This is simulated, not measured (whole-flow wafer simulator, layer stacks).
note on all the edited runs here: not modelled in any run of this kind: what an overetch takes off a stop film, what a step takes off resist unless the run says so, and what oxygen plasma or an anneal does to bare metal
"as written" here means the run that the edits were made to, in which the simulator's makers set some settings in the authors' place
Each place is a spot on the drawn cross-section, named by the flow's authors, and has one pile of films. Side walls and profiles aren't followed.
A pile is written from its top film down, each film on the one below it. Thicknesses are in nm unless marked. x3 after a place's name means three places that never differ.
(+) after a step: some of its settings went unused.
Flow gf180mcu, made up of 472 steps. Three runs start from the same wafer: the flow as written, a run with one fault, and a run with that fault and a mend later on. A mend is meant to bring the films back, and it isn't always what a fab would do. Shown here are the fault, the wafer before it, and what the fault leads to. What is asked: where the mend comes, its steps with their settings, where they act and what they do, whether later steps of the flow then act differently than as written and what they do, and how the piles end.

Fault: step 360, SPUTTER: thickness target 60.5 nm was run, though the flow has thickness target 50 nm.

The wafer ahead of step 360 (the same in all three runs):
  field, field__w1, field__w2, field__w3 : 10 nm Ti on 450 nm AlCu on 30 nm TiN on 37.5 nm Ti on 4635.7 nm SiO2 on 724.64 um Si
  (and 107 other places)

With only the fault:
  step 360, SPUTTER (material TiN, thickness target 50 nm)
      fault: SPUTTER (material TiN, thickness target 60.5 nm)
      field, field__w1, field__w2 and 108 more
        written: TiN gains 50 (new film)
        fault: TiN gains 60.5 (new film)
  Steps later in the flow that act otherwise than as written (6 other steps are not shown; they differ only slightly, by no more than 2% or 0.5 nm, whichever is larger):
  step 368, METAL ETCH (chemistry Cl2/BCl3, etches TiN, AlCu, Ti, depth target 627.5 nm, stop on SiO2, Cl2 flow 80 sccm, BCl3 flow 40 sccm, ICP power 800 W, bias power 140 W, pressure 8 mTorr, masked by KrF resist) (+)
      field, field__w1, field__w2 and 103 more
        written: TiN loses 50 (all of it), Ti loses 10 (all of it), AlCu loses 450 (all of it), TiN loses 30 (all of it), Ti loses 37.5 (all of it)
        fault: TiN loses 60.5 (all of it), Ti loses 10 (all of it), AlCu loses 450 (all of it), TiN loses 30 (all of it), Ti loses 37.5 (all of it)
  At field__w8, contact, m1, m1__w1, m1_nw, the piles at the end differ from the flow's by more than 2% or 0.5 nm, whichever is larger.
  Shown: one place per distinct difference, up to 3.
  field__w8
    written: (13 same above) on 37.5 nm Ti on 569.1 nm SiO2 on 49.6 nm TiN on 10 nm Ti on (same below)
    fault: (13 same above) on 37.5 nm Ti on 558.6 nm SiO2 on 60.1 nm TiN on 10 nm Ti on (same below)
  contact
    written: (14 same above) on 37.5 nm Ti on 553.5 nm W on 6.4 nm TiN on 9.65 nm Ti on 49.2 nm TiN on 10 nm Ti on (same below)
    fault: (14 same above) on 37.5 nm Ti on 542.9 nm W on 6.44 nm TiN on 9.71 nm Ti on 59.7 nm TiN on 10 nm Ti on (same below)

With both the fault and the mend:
  The mend follows step 360.
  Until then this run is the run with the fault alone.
  step 360a, METAL ETCH (chemistry Cl2/BCl3, etches TiN, AlCu, Ti, depth target 10.5 nm, Cl2 flow 80 sccm, BCl3 flow 40 sccm, ICP power 800 W, bias power 140 W, pressure 8 mTorr) (the flow's step 260 again, with other settings)
      field, field__w1, field__w2 and 108 more
        TiN loses 10.5
  None of the later steps of the flow acts differently than as written at any place that is followed.
  At every place that both follow, the piles at the end match the flow's.
